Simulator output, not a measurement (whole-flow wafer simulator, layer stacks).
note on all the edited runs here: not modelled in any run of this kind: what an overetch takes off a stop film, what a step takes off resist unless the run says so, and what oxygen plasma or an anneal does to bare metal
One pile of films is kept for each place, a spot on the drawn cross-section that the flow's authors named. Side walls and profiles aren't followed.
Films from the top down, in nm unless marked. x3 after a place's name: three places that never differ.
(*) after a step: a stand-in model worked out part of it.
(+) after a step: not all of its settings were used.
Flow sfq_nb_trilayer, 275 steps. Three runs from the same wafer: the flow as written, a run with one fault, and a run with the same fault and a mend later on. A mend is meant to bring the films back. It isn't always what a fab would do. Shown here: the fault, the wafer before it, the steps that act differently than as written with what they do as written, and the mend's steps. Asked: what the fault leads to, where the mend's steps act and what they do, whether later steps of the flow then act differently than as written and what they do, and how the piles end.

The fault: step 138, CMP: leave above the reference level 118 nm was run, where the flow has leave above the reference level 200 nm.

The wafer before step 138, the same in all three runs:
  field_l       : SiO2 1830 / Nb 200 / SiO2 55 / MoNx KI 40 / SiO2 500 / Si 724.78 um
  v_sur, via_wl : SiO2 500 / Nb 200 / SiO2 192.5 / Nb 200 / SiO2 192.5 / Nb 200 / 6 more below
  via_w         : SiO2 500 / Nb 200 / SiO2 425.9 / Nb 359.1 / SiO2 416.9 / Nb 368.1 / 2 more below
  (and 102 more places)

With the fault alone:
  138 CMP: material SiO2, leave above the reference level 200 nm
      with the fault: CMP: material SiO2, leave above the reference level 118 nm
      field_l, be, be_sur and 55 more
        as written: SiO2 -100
        with the fault: SiO2 -182
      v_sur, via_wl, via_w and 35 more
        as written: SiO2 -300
        with the fault: SiO2 -382
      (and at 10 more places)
  Later steps of the flow that act differently than as written (4 more steps differ only slightly, by at most 2% or 0.5 nm, whichever is larger, and aren't shown):
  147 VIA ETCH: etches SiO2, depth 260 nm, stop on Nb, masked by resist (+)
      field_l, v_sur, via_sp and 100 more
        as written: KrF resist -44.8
        with the fault: KrF resist -30.5
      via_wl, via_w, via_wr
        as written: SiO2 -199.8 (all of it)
        with the fault: SiO2 -117.8 (all of it)
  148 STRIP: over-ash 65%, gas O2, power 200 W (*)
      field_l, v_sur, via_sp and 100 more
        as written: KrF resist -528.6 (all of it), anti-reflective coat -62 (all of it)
        with the fault: KrF resist -543 (all of it), anti-reflective coat -62 (all of it)
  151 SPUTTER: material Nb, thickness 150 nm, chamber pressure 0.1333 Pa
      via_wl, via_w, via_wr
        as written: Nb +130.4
        with the fault: Nb +140
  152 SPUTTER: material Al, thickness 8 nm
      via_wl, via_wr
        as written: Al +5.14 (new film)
        with the fault: Al +6.11 (new film)
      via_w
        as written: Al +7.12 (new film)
        with the fault: Al +7.82 (new film)
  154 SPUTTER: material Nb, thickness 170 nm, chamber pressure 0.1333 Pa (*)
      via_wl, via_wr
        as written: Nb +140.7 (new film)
        with the fault: Nb +125.4 (new film)
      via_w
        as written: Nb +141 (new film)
        with the fault: Nb +166.6 (new film)
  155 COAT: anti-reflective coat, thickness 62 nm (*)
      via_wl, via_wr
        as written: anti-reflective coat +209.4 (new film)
        with the fault: anti-reflective coat +178.6 (new film)
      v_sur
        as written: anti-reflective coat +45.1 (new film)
        with the fault: anti-reflective coat +49.1 (new film)
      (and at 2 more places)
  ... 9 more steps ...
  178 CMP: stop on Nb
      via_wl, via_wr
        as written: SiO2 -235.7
        with the fault: SiO2 -327.1
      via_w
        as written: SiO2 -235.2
        with the fault: SiO2 -326.6
  At the end the piles differ from the flow's by more than 2% or 0.5 nm, whichever is larger, at field_l, v_sur, via_wl and 103 more.
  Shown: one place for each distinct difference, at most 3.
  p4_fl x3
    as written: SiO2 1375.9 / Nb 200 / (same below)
    with the fault: SiO2 1293.9 / Nb 200 / (same below)
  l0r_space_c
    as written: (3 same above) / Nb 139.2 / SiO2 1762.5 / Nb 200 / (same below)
    with the fault: (3 same above) / Nb 139.2 / SiO2 1680.5 / Nb 200 / (same below)
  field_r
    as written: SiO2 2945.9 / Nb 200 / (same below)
    with the fault: SiO2 2863.9 / Nb 200 / (same below)

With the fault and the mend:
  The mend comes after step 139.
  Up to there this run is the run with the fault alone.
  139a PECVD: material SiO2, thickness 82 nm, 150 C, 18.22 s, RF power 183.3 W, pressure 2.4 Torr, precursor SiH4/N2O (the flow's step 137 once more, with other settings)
      field_l, v_sur, via_wl and 103 more
        SiO2 +82
  No later step of the flow acts differently than as written, at any place that is followed, by more than 2% or 0.5 nm, whichever is larger.
  At the end the piles differ from the flow's only slightly at the places that both follow, by at most 2% or 0.5 nm, whichever is larger.
